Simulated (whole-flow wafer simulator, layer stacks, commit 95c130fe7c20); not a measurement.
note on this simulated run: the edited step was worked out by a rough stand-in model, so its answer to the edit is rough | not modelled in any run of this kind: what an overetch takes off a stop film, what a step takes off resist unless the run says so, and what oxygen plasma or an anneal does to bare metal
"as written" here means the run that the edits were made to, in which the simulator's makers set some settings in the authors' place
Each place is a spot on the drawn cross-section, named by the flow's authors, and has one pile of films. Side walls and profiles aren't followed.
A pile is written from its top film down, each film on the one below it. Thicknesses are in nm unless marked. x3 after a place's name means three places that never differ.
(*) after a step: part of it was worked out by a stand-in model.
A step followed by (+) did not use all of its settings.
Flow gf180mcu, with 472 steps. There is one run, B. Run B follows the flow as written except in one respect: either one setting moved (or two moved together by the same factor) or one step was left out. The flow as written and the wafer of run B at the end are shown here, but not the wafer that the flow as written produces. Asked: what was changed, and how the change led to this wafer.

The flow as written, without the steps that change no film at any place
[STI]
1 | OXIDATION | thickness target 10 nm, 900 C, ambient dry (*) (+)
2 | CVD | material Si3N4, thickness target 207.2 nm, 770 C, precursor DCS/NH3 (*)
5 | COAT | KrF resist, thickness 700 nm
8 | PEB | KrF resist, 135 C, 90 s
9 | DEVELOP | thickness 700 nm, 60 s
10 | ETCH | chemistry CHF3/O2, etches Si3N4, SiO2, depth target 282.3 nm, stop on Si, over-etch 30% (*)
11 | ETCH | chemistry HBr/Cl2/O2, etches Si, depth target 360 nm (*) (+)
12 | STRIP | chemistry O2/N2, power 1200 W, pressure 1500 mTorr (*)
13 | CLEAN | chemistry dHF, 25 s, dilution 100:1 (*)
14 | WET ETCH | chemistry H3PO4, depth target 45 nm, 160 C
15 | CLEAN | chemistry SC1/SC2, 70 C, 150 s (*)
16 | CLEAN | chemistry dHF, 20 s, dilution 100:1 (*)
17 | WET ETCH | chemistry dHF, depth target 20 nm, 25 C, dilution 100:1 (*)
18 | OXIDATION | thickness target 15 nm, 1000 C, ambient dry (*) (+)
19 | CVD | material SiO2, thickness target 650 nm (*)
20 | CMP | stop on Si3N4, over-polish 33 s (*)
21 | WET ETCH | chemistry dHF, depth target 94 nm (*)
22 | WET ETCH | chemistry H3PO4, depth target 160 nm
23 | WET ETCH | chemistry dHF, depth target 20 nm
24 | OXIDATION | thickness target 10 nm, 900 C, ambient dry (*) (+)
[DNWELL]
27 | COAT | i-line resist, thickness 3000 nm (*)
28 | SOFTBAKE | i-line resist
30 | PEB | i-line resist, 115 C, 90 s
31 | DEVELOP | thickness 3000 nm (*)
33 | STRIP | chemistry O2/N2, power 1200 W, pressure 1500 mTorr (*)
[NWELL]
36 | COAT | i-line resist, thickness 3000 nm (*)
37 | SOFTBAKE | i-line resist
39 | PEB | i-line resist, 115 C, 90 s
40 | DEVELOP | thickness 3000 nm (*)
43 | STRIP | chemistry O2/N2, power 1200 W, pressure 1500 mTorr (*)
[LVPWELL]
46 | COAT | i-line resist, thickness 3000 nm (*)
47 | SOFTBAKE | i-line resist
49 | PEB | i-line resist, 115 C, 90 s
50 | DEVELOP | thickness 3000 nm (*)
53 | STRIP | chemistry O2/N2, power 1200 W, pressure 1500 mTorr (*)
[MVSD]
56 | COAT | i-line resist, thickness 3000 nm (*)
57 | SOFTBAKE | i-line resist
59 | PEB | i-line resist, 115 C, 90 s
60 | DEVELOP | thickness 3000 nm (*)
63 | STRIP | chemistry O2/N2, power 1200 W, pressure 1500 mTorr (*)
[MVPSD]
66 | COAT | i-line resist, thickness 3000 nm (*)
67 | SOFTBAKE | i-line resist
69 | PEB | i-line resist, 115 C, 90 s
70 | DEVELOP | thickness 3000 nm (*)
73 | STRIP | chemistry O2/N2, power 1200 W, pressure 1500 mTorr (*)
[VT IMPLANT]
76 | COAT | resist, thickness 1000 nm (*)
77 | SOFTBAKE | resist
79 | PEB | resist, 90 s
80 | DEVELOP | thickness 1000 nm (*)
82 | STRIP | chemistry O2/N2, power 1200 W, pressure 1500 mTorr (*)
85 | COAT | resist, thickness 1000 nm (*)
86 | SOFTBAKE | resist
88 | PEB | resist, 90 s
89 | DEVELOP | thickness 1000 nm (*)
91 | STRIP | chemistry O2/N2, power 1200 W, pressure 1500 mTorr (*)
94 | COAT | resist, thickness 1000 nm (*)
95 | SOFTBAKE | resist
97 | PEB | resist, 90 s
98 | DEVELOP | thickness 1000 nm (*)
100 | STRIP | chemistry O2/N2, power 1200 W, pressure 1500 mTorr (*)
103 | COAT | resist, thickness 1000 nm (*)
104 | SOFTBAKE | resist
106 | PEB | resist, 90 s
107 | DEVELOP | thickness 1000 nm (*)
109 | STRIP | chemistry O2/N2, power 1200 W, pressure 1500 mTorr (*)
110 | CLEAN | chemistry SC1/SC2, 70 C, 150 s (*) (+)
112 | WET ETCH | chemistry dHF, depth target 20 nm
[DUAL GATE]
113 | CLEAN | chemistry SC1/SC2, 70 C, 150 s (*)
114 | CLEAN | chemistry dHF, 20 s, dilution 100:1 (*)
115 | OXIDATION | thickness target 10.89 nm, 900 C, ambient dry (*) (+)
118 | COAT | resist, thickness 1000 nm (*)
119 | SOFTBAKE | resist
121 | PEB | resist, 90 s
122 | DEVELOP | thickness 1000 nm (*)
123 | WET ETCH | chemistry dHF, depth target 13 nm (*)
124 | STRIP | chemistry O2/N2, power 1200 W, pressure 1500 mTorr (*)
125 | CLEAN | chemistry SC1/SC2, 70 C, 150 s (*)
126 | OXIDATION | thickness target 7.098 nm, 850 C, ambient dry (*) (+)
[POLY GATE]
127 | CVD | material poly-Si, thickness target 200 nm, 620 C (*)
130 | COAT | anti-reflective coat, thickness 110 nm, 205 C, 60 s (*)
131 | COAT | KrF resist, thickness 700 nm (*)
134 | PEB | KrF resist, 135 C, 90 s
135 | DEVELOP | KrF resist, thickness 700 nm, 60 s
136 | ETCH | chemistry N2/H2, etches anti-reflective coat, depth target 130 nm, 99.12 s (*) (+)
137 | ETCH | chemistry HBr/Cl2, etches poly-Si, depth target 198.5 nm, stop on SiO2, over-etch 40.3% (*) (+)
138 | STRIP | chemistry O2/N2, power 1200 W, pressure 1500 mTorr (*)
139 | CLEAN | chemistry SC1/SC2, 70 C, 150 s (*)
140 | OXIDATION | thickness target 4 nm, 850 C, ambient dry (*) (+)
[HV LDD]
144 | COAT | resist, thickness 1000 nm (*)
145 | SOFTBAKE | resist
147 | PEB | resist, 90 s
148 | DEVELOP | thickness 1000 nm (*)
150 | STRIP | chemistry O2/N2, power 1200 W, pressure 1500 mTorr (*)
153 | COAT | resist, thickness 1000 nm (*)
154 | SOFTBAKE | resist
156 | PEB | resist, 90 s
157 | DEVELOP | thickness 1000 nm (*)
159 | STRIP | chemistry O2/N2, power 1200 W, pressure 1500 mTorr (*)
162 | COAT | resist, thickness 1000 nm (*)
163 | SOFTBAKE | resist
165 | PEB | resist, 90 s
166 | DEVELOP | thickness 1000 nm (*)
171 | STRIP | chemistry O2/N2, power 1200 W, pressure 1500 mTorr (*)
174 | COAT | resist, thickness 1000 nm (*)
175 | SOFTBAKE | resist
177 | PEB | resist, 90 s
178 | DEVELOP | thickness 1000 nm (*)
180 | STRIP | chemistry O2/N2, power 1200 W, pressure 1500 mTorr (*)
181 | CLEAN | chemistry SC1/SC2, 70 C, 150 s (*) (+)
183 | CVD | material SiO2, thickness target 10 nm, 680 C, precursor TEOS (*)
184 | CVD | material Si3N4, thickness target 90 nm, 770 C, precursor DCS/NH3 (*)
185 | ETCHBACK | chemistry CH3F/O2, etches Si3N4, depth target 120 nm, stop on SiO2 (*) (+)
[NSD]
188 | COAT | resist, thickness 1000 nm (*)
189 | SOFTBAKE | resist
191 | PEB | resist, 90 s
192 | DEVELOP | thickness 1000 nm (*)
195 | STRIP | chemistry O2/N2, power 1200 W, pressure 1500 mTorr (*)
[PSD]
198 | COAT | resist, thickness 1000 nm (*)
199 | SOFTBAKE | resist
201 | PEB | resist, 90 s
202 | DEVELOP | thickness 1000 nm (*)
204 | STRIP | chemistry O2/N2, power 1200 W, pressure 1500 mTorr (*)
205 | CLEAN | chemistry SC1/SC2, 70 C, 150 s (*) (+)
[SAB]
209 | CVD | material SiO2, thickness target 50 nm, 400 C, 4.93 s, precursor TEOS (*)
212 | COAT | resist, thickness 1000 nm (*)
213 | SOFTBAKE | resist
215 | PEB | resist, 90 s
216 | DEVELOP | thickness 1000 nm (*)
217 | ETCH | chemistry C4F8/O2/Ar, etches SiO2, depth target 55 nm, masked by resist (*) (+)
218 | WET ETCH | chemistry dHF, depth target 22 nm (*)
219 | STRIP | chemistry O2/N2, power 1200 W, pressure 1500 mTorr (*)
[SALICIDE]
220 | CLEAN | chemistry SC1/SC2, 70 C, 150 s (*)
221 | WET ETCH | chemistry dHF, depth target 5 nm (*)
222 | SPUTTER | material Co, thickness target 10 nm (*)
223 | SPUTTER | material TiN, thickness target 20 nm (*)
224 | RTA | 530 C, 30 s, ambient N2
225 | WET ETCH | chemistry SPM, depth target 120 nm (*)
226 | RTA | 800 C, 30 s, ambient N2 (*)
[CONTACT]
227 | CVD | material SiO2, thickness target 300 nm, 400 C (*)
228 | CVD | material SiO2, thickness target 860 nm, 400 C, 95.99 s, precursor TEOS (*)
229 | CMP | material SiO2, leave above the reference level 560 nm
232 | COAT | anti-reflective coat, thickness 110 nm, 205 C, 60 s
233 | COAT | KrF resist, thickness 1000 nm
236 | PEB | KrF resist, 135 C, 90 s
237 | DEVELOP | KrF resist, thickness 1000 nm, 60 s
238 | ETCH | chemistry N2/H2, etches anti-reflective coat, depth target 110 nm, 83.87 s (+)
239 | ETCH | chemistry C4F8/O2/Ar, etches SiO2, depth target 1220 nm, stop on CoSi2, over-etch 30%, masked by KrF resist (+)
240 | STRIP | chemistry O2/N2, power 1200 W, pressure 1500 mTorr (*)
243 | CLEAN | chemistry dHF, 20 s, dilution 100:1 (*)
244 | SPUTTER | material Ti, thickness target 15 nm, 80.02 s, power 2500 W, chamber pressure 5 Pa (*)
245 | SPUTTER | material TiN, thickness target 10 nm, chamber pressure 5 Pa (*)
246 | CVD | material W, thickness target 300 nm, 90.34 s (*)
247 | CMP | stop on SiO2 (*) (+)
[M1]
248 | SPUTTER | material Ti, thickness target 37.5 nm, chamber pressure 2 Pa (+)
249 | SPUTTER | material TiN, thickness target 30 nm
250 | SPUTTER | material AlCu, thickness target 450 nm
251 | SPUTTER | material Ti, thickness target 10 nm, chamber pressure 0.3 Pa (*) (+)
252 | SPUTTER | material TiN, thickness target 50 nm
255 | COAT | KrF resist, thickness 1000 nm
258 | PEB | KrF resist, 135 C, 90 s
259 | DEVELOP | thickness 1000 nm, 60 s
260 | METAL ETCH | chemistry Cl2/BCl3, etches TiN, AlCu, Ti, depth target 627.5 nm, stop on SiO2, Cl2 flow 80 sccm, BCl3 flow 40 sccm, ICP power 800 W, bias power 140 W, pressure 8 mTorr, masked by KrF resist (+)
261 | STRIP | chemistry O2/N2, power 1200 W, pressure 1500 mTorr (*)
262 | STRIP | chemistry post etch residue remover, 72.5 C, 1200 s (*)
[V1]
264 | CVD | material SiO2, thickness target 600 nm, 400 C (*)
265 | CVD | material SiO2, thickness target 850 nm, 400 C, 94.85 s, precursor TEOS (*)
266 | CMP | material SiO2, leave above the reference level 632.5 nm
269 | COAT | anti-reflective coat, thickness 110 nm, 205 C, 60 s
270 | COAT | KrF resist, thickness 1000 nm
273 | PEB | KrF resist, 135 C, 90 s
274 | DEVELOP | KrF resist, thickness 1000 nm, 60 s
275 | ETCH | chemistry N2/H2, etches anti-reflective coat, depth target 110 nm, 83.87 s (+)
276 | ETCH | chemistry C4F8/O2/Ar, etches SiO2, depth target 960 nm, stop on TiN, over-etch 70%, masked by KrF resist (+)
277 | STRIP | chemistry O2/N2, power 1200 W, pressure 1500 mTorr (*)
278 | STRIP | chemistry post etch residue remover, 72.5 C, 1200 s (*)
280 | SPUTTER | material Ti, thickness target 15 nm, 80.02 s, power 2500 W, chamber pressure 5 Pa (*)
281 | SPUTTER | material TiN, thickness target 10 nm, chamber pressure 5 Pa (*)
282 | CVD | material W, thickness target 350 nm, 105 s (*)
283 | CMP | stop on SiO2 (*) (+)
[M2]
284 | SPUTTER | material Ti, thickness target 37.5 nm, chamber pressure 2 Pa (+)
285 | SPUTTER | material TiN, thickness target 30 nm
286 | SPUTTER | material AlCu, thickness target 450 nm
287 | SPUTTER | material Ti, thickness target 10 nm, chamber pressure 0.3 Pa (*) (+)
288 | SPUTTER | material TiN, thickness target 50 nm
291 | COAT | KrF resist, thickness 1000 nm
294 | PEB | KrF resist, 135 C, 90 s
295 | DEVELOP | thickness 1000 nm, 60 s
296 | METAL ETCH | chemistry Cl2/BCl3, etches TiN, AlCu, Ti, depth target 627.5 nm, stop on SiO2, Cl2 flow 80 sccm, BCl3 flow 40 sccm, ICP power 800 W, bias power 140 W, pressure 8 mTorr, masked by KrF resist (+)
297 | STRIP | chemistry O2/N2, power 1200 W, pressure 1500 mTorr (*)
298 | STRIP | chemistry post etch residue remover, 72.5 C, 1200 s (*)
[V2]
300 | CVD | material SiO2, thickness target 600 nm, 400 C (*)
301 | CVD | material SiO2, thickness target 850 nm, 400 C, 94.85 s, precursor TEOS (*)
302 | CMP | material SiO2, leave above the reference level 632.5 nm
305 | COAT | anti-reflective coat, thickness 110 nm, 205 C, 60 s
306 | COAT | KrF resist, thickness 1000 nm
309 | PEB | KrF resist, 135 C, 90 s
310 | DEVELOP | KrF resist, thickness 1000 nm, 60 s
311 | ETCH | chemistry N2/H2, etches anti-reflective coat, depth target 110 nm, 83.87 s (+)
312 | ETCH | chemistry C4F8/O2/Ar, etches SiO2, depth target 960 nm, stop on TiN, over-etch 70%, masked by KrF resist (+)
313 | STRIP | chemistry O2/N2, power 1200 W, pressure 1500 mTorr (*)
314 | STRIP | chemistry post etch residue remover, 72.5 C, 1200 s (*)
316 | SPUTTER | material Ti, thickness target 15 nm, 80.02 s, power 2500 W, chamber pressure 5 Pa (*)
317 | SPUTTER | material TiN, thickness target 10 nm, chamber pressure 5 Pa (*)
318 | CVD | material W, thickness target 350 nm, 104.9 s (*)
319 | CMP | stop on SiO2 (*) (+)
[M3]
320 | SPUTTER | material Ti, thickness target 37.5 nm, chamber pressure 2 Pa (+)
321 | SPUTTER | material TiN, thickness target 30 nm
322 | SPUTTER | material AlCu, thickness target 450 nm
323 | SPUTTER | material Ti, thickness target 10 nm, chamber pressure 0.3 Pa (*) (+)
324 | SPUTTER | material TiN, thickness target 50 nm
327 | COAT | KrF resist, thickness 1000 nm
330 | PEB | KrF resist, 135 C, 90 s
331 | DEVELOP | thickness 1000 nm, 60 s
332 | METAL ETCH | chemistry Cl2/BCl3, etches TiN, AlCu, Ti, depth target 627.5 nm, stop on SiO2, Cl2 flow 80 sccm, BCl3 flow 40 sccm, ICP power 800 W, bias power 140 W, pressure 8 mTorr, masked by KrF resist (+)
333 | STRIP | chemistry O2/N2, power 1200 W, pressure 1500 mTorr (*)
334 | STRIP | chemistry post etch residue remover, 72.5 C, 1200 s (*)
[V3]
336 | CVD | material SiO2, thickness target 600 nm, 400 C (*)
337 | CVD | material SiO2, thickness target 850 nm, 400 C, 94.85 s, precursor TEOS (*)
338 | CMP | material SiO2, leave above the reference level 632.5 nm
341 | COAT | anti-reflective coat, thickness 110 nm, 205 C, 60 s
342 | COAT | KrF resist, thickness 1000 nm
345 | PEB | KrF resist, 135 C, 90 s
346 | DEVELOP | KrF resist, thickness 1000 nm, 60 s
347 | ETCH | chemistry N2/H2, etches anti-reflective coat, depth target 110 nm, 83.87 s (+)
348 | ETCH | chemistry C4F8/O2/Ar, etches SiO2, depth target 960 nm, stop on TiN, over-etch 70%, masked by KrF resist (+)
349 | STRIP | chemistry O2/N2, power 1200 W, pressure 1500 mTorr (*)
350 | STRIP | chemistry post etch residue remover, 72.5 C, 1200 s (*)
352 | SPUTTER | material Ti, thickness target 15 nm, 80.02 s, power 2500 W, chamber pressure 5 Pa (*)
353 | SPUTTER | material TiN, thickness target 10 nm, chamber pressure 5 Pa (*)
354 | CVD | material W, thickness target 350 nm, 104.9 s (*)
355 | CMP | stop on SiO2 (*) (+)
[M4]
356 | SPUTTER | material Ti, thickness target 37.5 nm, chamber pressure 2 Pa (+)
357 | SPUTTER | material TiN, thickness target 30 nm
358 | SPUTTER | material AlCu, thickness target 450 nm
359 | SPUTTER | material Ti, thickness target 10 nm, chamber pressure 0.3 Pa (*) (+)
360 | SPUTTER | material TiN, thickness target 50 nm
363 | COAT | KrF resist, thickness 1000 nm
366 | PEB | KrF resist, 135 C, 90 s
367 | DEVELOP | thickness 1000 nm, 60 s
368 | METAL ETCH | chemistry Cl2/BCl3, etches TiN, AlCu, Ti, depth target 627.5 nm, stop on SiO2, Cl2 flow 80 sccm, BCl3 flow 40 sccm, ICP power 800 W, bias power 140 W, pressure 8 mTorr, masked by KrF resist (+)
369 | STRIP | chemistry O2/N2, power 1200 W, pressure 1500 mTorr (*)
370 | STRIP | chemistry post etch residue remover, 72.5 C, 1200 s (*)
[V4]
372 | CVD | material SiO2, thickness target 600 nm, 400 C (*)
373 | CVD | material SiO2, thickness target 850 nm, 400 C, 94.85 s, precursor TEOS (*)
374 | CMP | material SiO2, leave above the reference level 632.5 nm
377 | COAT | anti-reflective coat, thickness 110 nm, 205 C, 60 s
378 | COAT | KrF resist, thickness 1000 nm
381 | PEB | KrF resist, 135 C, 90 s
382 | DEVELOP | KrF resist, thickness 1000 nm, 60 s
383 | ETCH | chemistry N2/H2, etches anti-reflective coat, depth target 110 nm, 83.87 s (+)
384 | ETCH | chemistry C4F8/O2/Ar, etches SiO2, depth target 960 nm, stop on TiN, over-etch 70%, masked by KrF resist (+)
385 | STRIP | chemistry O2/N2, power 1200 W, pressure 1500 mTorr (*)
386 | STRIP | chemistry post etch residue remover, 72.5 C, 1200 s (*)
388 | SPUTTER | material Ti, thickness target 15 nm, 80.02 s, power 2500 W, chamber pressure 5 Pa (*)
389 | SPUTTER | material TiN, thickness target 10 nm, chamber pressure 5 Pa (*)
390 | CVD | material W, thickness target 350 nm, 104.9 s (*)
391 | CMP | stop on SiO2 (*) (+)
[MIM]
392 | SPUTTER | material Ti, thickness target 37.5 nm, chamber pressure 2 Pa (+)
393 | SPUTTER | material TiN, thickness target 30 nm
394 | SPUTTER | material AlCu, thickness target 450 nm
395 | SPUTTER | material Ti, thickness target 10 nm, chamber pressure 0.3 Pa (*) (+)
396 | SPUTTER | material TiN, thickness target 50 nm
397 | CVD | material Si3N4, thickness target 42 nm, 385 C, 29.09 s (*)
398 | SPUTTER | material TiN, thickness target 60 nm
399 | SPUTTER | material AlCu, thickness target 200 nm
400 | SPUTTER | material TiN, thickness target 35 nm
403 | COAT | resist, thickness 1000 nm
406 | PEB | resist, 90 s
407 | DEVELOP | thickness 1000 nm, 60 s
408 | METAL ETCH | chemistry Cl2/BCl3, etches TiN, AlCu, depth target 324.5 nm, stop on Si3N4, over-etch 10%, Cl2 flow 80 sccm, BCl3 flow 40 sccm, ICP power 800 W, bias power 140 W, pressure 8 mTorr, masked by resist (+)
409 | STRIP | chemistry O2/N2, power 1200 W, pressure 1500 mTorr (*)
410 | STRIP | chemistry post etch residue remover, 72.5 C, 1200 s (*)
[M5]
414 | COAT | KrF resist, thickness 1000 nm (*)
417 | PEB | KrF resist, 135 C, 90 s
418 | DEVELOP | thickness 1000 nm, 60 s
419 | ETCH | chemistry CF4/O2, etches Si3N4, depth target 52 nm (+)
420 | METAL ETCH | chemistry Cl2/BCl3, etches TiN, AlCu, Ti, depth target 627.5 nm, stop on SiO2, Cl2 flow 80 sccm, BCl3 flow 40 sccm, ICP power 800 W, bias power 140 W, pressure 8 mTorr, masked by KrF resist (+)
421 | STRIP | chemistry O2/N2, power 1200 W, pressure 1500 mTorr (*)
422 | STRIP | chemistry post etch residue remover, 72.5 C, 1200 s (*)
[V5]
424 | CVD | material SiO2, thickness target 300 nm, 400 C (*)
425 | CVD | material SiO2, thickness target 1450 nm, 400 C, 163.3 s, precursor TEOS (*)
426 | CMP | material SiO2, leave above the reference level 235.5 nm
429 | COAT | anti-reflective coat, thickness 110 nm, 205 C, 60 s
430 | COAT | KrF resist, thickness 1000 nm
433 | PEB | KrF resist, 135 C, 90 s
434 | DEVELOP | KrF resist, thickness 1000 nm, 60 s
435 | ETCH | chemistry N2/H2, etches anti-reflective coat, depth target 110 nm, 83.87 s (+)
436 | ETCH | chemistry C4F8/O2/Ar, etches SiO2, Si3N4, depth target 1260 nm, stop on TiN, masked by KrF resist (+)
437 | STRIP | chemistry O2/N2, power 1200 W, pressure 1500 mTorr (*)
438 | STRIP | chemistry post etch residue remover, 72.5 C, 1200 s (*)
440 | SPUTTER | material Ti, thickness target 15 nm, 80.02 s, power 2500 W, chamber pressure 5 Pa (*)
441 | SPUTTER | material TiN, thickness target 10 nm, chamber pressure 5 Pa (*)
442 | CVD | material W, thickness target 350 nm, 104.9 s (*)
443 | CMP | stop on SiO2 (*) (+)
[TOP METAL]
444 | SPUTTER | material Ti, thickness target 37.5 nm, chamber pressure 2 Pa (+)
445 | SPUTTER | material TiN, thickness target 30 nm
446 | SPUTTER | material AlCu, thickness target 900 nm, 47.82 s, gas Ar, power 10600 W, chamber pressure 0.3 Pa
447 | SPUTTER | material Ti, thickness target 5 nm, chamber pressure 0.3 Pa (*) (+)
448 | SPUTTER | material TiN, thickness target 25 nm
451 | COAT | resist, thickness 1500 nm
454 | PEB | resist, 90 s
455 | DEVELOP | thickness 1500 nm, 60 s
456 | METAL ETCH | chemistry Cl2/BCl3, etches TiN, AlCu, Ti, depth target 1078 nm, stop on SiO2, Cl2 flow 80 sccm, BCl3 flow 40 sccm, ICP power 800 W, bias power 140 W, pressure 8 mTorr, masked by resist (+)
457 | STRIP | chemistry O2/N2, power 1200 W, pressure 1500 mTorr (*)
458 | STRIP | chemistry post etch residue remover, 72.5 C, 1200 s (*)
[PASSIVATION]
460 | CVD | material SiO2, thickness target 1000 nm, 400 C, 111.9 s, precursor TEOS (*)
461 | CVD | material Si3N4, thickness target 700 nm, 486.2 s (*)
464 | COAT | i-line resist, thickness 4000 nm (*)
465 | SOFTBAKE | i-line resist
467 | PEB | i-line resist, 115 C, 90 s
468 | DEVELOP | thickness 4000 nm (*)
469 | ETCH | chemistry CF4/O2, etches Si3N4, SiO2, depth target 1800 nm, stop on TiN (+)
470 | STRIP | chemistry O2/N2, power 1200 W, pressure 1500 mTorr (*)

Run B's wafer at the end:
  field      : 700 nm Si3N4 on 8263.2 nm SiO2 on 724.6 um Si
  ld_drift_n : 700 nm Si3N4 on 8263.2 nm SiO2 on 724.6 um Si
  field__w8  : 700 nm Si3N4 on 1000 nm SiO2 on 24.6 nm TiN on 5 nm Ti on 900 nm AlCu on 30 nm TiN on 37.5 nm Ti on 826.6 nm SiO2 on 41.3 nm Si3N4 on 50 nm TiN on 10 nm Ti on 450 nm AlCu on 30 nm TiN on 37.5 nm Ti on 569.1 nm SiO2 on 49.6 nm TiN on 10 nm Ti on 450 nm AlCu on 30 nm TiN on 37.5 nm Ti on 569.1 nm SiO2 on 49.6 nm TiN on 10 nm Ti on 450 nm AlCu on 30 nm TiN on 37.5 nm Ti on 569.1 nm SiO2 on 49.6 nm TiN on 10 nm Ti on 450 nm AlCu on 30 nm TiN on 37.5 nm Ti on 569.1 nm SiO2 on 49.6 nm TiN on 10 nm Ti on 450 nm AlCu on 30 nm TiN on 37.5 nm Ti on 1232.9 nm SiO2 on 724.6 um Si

The reason: step 11, ETCH: depth target 396 nm was run, while the flow as written has depth target 360 nm.

How this came from the change, step by step:
  11 | ETCH | chemistry HBr/Cl2/O2, etches Si, depth target 360 nm (*) (+)
      active, n_well, p_well and 40 more: -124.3 KrF resist (as written it would have been: -112.3 KrF resist)
      field, field_sub, sti and 34 more: -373 Si (as written it would have been: -337 Si)
  12 | STRIP | chemistry O2/N2, power 1200 W, pressure 1500 mTorr (*)
      active, n_well, p_well and 40 more: -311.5 KrF resist (all of it) (as written it would have been: -323.5 KrF resist (all of it))
  19 | CVD | material SiO2, thickness target 650 nm (*)
      m1, ld_fp_n, ld_drift_n and 8 more: +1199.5 SiO2 (as written it would have been: +1163.5 SiO2)
  20 | CMP | stop on Si3N4, over-polish 33 s (*)
      sti, mim_1p0, pad and 11 more: -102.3 SiO2 (as written it would have been: -138.3 SiO2)
      nw_enc_fld, nw_enc_fld_lv: -106.4 SiO2 (as written it would have been: -142.4 SiO2)
      (as well as at 10 more places)
